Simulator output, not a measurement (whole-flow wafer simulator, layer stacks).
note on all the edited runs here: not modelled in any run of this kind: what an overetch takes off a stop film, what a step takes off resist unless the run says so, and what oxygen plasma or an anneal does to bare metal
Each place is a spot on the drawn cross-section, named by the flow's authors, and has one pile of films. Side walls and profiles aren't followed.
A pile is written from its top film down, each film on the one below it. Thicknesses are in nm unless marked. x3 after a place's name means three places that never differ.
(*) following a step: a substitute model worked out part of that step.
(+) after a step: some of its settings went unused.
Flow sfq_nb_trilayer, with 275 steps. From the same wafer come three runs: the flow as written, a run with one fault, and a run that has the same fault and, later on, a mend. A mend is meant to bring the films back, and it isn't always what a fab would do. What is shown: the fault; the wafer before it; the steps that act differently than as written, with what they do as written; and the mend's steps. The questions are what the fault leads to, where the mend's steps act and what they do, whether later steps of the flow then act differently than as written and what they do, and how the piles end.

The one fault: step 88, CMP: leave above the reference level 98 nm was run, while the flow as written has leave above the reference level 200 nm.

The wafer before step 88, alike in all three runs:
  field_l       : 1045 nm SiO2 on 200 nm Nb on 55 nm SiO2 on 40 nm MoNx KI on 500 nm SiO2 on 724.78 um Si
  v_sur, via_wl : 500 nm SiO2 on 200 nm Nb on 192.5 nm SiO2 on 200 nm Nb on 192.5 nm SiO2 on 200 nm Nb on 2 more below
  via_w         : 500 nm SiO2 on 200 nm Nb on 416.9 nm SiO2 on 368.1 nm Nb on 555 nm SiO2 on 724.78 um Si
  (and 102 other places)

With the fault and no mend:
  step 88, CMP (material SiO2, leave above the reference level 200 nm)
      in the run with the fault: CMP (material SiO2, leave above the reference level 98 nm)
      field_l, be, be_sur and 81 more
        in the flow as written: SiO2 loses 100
        in the run with the fault: SiO2 loses 202
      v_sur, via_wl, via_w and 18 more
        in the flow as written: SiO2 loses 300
        in the run with the fault: SiO2 loses 402
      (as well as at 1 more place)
  Steps later in the flow that act otherwise than as written (3 other steps are not shown; they differ only slightly, by no more than 2% or 0.5 nm, whichever is larger):
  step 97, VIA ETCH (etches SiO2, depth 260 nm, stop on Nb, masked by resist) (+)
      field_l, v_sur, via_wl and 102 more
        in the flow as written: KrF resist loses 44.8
        in the run with the fault: KrF resist loses 25.3
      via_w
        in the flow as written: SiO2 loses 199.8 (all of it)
        in the run with the fault: SiO2 loses 97.8 (all of it)
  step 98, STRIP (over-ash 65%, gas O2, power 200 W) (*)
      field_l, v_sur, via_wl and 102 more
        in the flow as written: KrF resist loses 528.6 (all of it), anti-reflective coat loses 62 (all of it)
        in the run with the fault: KrF resist loses 548.1 (all of it), anti-reflective coat loses 62 (all of it)
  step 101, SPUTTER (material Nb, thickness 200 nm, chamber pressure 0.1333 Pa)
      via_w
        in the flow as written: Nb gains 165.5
        in the run with the fault: Nb gains 188.3
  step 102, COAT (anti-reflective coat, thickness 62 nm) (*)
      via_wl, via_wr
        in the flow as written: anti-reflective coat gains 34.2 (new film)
        in the run with the fault: anti-reflective coat gains 35 (new film)
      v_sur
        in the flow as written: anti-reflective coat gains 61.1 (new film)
        in the run with the fault: anti-reflective coat gains 57.3 (new film)
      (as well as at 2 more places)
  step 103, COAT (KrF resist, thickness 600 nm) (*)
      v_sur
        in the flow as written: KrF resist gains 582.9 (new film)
        in the run with the fault: KrF resist gains 594.8 (new film)
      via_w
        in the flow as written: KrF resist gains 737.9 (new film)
        in the run with the fault: KrF resist gains 650.1 (new film)
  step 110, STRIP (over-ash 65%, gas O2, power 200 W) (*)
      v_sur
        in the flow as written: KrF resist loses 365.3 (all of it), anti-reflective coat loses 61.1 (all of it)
        in the run with the fault: KrF resist loses 377.2 (all of it), anti-reflective coat loses 57.3 (all of it)
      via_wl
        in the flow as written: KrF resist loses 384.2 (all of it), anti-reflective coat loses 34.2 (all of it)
        in the run with the fault: KrF resist loses 395.7 (all of it), anti-reflective coat loses 35 (all of it)
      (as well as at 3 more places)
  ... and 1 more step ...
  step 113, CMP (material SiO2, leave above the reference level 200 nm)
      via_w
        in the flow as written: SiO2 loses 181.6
        in the run with the fault: SiO2 loses 191.4
  By the end, the piles at field_l, v_sur, via_wl and 103 more depart from the flow's by more than 2% or 0.5 nm, whichever is larger.
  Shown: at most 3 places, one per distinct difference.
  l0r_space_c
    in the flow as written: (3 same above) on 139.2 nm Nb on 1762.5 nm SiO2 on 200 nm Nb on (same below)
    in the run with the fault: (3 same above) on 139.2 nm Nb on 1660.5 nm SiO2 on 200 nm Nb on (same below)
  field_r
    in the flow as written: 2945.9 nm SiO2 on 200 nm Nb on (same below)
    in the run with the fault: 2843.9 nm SiO2 on 200 nm Nb on (same below)
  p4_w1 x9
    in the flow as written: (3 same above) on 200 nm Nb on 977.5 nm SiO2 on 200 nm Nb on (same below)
    in the run with the fault: (3 same above) on 200 nm Nb on 875.5 nm SiO2 on 200 nm Nb on (same below)

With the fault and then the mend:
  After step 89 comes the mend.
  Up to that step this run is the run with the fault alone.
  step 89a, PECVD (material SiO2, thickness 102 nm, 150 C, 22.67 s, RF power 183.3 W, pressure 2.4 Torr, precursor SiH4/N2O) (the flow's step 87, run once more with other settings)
      field_l, v_sur, via_wl and 103 more
        SiO2 gains 102
  Every later step of the flow that is run acts as written at every place that is followed.
  The piles end the same as the flow's at every place that both follow.
